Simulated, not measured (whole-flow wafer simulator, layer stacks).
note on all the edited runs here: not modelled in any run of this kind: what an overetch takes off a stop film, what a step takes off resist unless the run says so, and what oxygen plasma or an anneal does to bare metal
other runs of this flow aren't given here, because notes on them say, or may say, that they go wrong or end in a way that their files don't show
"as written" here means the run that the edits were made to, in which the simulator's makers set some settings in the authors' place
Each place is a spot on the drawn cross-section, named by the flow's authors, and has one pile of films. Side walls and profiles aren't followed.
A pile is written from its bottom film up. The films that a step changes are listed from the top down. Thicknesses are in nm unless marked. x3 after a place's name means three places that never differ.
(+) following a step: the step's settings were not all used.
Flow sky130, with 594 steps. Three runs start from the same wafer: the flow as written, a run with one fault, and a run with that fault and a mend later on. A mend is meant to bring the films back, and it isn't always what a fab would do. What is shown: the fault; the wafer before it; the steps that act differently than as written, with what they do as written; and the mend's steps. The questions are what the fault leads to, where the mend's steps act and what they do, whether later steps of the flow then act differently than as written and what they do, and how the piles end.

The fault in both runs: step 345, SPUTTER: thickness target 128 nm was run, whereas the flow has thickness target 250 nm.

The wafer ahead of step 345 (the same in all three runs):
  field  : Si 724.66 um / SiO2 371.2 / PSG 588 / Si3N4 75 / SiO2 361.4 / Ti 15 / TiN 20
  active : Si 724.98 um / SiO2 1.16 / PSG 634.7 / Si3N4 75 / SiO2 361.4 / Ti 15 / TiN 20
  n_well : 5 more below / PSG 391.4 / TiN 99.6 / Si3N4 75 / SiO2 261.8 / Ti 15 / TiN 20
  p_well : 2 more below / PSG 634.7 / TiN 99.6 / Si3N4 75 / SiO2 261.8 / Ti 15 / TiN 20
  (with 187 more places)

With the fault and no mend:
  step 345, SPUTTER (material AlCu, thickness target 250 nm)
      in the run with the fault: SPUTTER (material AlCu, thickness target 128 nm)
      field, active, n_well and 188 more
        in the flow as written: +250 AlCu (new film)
        in the run with the fault: +128 AlCu (new film)
  Steps further on in the flow that do not act as written (not shown: 8 more steps that differ only slightly, by at most 2% or 0.5 nm, whichever is larger):
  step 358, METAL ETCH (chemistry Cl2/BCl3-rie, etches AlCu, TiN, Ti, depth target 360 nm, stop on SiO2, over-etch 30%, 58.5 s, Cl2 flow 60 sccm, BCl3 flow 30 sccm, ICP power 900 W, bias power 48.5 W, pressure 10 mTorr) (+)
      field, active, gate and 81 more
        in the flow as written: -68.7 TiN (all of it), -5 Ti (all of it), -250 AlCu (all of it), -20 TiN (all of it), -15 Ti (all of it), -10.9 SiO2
        in the run with the fault: -68.7 TiN (all of it), -5 Ti (all of it), -128 AlCu (all of it), -20 TiN (all of it), -15 Ti (all of it), -23.1 SiO2
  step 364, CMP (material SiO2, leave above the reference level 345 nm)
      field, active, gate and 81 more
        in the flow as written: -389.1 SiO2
        in the run with the fault: -498.9 SiO2
  At field, active, n_well and 190 more, the piles at the end differ from the flow's by more than 2% or 0.5 nm, whichever is larger.
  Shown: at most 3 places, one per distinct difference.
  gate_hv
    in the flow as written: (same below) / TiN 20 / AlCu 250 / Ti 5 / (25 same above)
    in the run with the fault: (same below) / TiN 20 / AlCu 128 / Ti 5 / (25 same above)
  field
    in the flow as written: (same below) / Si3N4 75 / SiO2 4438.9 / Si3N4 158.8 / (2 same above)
    in the run with the fault: (same below) / Si3N4 75 / SiO2 4316.9 / Si3N4 158.8 / (2 same above)
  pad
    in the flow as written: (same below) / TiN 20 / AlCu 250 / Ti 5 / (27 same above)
    in the run with the fault: (same below) / TiN 20 / AlCu 128 / Ti 5 / (27 same above)

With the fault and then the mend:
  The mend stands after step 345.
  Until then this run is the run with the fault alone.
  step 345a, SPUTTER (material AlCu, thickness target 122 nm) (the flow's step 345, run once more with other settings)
      field, active, n_well and 188 more
        +122 AlCu
  Later steps of the flow that are run all act as written at every place that is followed.
  The piles end the same as the flow's at every place that both follow.
